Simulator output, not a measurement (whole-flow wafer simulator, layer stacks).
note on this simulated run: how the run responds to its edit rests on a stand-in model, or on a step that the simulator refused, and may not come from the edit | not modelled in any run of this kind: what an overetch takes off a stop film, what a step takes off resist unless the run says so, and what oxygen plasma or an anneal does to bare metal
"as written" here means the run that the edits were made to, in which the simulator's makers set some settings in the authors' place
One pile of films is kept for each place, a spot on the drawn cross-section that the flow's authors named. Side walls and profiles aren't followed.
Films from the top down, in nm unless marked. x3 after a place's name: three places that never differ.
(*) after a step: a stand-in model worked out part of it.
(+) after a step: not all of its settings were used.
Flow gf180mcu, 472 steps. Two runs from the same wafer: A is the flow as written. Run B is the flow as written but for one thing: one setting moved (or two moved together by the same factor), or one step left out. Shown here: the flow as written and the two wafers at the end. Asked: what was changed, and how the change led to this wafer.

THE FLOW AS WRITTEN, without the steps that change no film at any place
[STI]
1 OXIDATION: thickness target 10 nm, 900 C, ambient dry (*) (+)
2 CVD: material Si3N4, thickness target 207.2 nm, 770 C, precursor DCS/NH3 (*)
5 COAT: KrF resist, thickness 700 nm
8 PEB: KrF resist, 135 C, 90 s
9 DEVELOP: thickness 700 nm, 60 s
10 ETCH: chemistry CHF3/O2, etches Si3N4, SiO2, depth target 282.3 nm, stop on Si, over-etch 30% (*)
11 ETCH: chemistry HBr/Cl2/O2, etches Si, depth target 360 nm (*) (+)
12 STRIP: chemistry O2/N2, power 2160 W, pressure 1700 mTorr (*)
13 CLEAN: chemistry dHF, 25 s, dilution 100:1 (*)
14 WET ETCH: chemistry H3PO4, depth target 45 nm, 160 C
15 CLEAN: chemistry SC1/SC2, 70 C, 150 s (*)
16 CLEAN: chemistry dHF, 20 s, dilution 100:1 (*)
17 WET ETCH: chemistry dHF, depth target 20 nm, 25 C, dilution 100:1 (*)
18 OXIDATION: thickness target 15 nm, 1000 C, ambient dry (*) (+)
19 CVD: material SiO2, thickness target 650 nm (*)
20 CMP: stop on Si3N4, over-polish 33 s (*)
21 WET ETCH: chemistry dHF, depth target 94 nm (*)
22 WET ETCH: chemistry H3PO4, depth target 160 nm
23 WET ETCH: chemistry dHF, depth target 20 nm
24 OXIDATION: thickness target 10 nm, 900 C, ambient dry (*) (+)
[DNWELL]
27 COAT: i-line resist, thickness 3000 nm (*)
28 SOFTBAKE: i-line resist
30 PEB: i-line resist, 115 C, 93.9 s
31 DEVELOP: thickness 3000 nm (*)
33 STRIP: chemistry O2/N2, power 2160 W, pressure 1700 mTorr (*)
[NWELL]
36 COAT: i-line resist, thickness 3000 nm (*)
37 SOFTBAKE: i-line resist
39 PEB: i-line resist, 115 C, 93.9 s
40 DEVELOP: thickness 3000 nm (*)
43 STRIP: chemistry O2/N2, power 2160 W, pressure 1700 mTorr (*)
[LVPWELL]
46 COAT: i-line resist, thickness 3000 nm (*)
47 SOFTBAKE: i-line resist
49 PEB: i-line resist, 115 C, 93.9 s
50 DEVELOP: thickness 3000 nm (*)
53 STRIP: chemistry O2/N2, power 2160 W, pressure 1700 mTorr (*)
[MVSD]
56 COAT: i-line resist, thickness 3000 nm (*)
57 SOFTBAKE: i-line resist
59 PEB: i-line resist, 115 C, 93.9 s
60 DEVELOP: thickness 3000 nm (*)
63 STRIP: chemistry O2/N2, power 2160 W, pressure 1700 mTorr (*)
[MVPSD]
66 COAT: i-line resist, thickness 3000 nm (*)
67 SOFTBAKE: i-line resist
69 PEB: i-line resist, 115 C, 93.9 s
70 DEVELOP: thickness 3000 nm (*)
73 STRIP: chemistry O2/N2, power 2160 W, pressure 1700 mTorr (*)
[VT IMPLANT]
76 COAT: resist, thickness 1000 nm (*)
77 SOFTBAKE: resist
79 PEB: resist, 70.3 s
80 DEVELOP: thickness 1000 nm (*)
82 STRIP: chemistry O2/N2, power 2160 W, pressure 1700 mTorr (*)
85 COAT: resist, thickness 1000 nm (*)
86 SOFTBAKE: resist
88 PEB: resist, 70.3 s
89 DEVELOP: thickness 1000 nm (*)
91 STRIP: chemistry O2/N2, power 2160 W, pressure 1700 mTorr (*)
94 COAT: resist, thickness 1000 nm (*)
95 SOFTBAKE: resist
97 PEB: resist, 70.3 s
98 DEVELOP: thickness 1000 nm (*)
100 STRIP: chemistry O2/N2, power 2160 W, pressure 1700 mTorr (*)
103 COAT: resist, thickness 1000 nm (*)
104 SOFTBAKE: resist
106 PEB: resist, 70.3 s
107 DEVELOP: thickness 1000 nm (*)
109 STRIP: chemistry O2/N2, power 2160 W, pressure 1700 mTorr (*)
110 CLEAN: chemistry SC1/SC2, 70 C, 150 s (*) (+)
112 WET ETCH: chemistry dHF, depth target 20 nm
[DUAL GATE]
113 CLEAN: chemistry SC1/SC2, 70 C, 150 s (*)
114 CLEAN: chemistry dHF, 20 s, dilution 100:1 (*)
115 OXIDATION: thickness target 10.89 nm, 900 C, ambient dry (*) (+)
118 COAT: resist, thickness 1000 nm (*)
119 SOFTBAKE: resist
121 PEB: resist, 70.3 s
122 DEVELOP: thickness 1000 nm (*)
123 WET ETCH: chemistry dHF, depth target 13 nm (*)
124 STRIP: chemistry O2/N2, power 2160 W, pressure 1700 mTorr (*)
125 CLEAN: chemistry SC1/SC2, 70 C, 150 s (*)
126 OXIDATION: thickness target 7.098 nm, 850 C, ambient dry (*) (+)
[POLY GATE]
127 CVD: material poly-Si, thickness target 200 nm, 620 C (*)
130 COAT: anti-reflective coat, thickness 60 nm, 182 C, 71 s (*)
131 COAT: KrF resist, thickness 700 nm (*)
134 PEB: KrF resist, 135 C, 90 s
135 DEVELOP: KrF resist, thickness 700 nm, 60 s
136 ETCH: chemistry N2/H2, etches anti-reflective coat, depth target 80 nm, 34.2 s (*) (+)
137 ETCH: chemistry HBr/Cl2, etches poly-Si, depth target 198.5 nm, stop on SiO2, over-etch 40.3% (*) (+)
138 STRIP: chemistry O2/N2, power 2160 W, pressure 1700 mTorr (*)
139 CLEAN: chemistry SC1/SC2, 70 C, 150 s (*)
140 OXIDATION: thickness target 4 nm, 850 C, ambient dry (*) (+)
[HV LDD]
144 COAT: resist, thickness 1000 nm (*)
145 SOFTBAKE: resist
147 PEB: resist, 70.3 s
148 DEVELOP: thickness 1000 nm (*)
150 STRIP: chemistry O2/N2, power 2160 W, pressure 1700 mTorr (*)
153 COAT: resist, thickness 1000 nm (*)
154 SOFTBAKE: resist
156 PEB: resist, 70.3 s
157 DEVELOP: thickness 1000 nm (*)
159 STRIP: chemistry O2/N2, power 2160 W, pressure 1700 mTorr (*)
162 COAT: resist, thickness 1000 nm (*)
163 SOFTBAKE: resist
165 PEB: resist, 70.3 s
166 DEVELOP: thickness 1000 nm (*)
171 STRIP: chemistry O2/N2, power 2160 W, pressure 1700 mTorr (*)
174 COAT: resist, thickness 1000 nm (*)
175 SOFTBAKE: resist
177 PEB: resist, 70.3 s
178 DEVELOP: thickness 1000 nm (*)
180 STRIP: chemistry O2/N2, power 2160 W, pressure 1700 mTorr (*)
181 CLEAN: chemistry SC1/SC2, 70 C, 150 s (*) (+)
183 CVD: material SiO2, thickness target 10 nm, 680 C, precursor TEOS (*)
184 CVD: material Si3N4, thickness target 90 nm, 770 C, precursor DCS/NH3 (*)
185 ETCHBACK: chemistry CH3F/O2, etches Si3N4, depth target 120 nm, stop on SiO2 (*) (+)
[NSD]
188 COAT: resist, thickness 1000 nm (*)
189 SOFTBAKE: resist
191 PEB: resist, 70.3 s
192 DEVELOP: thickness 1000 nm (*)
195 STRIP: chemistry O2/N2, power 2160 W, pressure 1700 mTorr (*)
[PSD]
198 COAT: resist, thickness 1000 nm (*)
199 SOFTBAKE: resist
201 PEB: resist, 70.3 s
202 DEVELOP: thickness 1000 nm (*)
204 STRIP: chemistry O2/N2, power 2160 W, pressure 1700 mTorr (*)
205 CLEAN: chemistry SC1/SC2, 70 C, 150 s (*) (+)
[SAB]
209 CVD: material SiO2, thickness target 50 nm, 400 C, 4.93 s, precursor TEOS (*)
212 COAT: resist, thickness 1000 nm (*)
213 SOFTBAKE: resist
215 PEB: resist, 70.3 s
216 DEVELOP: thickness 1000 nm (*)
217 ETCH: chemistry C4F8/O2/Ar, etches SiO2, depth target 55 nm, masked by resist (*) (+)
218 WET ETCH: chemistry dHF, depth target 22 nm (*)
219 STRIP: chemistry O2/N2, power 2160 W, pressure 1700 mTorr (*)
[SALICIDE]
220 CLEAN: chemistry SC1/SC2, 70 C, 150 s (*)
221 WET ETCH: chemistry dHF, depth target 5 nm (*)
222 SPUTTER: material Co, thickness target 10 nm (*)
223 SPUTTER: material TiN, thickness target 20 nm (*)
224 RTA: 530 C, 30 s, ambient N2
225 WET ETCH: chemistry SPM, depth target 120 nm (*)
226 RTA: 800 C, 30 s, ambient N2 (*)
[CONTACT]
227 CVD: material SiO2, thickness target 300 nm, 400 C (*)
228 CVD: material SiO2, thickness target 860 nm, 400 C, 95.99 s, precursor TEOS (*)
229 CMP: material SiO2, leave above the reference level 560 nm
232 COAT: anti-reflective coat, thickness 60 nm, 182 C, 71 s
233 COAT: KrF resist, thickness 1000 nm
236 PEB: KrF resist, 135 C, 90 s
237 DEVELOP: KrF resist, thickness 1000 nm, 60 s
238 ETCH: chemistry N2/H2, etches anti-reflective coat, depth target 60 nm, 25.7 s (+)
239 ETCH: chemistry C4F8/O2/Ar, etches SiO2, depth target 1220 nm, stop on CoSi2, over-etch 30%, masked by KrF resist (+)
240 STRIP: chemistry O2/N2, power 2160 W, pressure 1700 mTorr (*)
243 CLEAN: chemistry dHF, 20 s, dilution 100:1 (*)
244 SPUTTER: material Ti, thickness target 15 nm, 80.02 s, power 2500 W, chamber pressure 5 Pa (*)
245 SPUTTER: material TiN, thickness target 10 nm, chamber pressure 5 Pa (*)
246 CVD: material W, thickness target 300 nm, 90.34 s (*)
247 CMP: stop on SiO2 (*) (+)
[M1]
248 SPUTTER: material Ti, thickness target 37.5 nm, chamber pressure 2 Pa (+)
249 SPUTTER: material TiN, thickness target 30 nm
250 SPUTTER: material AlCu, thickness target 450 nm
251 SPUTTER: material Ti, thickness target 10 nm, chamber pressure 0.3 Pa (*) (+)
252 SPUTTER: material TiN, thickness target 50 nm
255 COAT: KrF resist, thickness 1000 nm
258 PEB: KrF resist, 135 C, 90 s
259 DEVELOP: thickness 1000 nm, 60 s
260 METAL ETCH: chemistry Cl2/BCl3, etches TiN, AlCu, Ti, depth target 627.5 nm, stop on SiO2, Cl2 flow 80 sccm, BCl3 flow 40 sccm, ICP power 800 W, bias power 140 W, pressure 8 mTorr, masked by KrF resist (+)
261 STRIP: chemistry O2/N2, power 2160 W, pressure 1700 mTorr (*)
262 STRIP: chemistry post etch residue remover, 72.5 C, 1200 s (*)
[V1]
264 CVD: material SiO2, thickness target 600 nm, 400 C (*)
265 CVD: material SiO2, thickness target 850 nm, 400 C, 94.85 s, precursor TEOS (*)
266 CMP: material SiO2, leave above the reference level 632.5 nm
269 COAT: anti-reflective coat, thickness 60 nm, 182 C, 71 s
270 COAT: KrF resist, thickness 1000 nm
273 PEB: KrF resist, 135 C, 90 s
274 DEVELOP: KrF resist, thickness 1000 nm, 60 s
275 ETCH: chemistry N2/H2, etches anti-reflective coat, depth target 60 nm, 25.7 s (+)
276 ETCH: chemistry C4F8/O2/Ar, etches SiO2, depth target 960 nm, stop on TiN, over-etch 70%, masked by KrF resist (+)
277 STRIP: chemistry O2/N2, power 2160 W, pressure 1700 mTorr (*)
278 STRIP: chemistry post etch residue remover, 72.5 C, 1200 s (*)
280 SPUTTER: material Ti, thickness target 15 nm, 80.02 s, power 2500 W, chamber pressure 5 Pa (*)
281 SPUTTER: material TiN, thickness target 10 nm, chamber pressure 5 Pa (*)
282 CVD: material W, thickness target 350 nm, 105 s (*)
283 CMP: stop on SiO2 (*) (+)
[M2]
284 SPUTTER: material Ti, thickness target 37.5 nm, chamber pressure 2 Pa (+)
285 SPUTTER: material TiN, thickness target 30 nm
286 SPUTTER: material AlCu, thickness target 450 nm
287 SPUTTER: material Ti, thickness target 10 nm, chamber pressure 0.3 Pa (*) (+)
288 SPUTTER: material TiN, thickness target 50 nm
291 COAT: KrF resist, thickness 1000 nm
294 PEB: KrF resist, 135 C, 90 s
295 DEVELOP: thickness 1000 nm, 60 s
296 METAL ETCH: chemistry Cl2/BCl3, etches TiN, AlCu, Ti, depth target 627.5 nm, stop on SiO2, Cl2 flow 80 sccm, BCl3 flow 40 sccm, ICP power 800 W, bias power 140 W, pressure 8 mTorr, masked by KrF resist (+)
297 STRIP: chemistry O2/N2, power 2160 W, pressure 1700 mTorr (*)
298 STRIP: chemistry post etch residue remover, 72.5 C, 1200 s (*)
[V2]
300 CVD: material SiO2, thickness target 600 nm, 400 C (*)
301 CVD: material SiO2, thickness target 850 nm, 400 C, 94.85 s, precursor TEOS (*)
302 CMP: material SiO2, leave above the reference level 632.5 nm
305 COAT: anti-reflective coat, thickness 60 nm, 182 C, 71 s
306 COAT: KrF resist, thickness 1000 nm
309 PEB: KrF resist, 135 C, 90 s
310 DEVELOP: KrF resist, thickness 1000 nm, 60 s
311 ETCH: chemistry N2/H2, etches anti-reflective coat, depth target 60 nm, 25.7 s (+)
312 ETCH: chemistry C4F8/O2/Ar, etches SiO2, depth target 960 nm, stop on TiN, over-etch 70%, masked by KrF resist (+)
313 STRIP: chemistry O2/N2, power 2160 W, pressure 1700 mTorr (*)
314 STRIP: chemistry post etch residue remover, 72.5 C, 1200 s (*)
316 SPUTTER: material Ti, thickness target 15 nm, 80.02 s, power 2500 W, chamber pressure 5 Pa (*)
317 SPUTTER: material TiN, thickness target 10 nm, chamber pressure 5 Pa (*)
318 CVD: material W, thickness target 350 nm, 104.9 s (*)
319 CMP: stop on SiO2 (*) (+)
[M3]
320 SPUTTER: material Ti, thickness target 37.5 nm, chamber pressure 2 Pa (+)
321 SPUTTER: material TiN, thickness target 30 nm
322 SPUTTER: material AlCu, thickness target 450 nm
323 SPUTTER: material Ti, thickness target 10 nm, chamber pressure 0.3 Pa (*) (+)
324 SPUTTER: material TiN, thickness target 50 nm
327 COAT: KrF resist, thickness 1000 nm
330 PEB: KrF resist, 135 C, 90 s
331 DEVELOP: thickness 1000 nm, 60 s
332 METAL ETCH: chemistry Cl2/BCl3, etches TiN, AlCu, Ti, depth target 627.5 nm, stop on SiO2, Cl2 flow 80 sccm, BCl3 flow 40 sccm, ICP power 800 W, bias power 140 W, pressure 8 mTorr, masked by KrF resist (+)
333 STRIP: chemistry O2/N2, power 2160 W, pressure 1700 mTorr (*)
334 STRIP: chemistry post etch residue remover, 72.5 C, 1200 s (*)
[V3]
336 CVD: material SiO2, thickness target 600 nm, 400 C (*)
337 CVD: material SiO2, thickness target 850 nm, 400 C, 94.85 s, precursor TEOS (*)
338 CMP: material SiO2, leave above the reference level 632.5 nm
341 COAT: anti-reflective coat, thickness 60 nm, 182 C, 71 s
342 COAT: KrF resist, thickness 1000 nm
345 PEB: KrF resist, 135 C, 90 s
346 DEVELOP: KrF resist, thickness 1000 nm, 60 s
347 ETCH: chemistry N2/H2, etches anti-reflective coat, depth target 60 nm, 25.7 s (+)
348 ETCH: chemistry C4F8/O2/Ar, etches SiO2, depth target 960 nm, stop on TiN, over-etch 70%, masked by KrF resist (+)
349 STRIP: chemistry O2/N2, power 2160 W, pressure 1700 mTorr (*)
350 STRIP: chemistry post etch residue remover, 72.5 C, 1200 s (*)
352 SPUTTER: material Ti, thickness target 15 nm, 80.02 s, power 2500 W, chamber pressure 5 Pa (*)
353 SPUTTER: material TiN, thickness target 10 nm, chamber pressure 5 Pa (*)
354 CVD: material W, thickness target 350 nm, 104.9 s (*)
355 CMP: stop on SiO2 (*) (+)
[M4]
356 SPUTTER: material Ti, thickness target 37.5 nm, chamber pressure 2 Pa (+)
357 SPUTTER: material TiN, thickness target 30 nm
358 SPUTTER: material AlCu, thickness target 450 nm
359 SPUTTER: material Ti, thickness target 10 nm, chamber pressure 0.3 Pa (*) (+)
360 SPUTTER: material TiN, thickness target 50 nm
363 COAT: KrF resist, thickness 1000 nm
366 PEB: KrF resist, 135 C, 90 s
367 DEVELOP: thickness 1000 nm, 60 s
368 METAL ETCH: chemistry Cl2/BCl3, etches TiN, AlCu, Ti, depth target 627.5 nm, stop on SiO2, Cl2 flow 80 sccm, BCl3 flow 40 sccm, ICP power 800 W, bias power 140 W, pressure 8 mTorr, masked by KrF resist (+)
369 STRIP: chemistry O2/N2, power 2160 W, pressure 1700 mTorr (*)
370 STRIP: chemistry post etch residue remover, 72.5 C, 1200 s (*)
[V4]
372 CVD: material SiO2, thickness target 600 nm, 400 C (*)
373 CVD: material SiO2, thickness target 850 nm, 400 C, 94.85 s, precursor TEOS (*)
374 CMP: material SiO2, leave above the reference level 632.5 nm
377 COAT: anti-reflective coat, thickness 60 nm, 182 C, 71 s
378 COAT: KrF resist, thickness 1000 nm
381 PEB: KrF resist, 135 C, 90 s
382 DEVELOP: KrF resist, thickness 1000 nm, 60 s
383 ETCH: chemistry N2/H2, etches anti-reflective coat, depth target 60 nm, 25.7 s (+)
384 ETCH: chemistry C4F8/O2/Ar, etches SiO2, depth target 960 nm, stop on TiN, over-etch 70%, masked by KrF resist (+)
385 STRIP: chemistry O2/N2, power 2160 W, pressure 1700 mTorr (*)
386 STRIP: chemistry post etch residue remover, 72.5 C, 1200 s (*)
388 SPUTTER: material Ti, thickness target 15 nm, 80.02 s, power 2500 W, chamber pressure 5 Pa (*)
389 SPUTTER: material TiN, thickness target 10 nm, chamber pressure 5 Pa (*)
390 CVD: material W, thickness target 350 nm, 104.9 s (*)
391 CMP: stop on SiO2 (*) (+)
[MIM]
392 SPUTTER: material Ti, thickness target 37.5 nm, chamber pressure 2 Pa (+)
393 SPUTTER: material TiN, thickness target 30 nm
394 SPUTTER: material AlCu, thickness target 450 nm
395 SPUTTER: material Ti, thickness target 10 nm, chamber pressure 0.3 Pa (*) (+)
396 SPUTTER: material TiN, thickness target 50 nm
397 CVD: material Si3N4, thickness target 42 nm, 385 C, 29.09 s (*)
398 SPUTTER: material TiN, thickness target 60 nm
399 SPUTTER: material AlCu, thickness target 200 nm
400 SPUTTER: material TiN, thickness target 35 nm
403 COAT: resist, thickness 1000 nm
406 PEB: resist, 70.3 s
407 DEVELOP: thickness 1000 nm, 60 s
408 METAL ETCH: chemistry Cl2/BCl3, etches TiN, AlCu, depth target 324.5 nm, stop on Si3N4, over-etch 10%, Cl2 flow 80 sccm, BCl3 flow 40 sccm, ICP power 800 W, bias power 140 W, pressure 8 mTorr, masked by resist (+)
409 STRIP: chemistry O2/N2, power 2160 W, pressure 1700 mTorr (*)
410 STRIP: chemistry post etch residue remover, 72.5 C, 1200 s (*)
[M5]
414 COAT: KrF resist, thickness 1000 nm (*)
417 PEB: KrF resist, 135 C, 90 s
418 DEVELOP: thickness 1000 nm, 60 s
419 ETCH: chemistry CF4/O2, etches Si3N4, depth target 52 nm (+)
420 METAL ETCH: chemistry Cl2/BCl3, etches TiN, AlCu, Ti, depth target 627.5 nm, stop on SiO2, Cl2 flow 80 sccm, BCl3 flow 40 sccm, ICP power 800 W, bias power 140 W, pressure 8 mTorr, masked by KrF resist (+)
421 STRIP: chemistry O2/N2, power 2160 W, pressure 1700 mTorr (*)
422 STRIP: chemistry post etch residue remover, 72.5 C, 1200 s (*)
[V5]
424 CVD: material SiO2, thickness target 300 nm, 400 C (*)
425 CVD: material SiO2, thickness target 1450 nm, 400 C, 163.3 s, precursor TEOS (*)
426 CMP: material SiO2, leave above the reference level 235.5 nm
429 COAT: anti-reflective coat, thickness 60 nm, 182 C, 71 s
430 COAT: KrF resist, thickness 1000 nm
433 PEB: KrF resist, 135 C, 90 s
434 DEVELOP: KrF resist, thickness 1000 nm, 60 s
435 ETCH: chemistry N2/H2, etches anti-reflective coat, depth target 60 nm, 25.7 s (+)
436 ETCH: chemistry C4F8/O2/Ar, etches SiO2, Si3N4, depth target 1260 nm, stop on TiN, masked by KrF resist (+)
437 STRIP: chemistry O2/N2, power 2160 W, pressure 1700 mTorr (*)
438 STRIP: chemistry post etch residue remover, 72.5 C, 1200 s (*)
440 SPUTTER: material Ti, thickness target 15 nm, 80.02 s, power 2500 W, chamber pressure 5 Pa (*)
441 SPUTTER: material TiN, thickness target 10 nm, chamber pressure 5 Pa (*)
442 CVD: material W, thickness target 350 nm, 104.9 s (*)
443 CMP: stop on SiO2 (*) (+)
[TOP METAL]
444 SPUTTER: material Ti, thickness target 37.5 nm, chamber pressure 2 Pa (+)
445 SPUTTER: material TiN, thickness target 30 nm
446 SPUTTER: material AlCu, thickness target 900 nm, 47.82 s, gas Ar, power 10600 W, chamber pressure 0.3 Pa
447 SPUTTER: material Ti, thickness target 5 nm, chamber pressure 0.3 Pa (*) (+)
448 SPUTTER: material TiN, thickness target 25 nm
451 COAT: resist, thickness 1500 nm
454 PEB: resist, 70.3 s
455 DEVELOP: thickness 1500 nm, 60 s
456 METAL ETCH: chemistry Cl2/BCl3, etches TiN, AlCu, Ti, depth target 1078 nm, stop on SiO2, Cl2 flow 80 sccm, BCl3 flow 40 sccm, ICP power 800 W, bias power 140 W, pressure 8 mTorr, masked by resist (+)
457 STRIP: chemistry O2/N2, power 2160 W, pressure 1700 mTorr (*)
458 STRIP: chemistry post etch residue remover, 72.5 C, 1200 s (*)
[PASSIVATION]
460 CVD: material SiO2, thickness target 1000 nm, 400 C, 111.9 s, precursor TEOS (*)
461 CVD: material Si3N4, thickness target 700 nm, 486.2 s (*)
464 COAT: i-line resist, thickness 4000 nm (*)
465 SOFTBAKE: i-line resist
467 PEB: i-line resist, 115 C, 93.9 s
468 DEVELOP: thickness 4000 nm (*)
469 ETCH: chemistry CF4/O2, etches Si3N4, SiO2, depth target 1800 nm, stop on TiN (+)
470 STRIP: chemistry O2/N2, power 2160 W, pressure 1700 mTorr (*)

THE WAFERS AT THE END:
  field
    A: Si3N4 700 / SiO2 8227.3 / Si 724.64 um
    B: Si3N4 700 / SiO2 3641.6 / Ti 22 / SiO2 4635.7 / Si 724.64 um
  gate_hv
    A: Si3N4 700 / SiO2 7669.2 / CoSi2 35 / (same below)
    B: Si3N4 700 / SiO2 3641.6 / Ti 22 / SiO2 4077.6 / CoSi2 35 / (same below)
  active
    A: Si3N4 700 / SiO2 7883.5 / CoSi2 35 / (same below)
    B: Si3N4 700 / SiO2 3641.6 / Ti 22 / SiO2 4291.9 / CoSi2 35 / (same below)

The cause: step 358, SPUTTER: thickness target 522 nm was run, where the flow has thickness target 450 nm.

How the change led to this, step by step:
  358 SPUTTER: material AlCu, thickness target 450 nm
      field, field__w1, field__w2 and 108 more: A AlCu +450 (new film) | B AlCu +522 (new film)
  368 METAL ETCH: chemistry Cl2/BCl3, etches TiN, AlCu, Ti, depth target 627.5 nm, stop on SiO2, Cl2 flow 80 sccm, BCl3 flow 40 sccm, ICP power 800 W, bias power 140 W, pressure 8 mTorr, masked by KrF resist (+)
      field, field__w1, field__w2 and 103 more: A TiN -50 (all of it), Ti -10 (all of it), AlCu -450 (all of it), TiN -30 (all of it), Ti -37.5 (all of it) | B TiN -50 (all of it), Ti -10 (all of it), AlCu -522 (all of it), TiN -30 (all of it), Ti -15.5
  372 CVD: material SiO2, thickness target 600 nm, 400 C (*)
      field, field__w1, field__w2 and 103 more: A SiO2 +600 | B SiO2 +600 (new film)
  374 CMP: material SiO2, leave above the reference level 632.5 nm
      field, field__w1, field__w2 and 103 more: A SiO2 -300 | B SiO2 -250
Counting metal films that touch as one body, field has 1 body; the flow as written gives 0 bodies.
Counting metal films that touch as one body, gate_hv has 2 bodies (between them, from the top down: SiO2 4077.6); the flow as written gives 1 body.
Counting metal films that touch as one body, active has 2 bodies (between them, from the top down: SiO2 4291.9); the flow as written gives 1 body.
